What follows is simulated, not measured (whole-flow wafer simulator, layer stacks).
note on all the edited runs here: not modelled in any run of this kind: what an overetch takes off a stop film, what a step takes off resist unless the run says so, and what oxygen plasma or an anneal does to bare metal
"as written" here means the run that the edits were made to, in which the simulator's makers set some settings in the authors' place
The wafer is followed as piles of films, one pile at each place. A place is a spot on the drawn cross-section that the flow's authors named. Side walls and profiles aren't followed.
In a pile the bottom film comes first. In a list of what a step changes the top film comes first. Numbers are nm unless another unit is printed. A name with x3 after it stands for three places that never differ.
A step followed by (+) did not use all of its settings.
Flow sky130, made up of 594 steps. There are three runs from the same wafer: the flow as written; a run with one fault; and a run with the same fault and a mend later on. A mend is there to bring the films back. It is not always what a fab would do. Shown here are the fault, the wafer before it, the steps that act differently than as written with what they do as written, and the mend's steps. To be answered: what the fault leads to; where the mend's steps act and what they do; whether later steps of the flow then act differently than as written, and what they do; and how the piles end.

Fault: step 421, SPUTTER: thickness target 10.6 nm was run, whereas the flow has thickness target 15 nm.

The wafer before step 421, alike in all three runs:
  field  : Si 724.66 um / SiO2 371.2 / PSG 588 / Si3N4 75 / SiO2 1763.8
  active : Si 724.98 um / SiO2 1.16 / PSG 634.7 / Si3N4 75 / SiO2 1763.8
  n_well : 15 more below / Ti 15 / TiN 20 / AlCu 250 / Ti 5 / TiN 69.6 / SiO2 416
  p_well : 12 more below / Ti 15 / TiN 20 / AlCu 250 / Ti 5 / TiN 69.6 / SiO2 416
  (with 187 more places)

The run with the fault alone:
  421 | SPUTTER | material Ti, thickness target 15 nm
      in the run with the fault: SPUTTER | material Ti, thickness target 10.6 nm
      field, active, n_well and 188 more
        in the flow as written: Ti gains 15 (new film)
        in the run with the fault: Ti gains 10.6 (new film)
  Steps later in the flow that act otherwise than as written (not shown: 15 more steps that differ only slightly, by at most 2% or 0.5 nm, whichever is larger):
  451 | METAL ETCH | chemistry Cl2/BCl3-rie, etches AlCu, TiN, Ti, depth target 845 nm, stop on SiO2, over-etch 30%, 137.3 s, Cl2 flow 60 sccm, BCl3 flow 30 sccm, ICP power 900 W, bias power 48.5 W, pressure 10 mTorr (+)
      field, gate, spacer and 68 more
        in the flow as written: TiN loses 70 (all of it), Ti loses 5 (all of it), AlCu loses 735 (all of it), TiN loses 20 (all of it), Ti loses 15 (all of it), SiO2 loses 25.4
        in the run with the fault: TiN loses 70 (all of it), Ti loses 5 (all of it), AlCu loses 735 (all of it), TiN loses 20 (all of it), Ti loses 10.6 (all of it), SiO2 loses 25.8
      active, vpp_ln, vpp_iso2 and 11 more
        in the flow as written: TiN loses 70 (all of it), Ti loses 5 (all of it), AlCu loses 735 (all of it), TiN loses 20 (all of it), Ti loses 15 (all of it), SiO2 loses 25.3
        in the run with the fault: TiN loses 70 (all of it), Ti loses 5 (all of it), AlCu loses 735 (all of it), TiN loses 20 (all of it), Ti loses 10.6 (all of it), SiO2 loses 25.8
  The piles end different from the flow's at n_well, p_well, gate_hv and 104 more by more than 2% or 0.5 nm, whichever is larger.
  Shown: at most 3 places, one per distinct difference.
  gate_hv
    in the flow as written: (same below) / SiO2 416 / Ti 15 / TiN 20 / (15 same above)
    in the run with the fault: (same below) / SiO2 416 / Ti 10.6 / TiN 20 / (15 same above)
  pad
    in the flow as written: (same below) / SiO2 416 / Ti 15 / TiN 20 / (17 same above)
    in the run with the fault: (same below) / SiO2 416 / Ti 10.6 / TiN 20 / (17 same above)
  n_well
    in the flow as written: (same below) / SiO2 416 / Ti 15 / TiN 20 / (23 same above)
    in the run with the fault: (same below) / SiO2 416 / Ti 10.6 / TiN 20 / (23 same above)

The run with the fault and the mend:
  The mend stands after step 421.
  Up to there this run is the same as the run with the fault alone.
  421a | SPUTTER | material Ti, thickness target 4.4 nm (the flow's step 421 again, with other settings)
      field, active, n_well and 188 more
        Ti gains 4.4
  None of the later steps of the flow acts differently than as written at any place that is followed.
  The piles end the same as the flow's at every place that both follow.
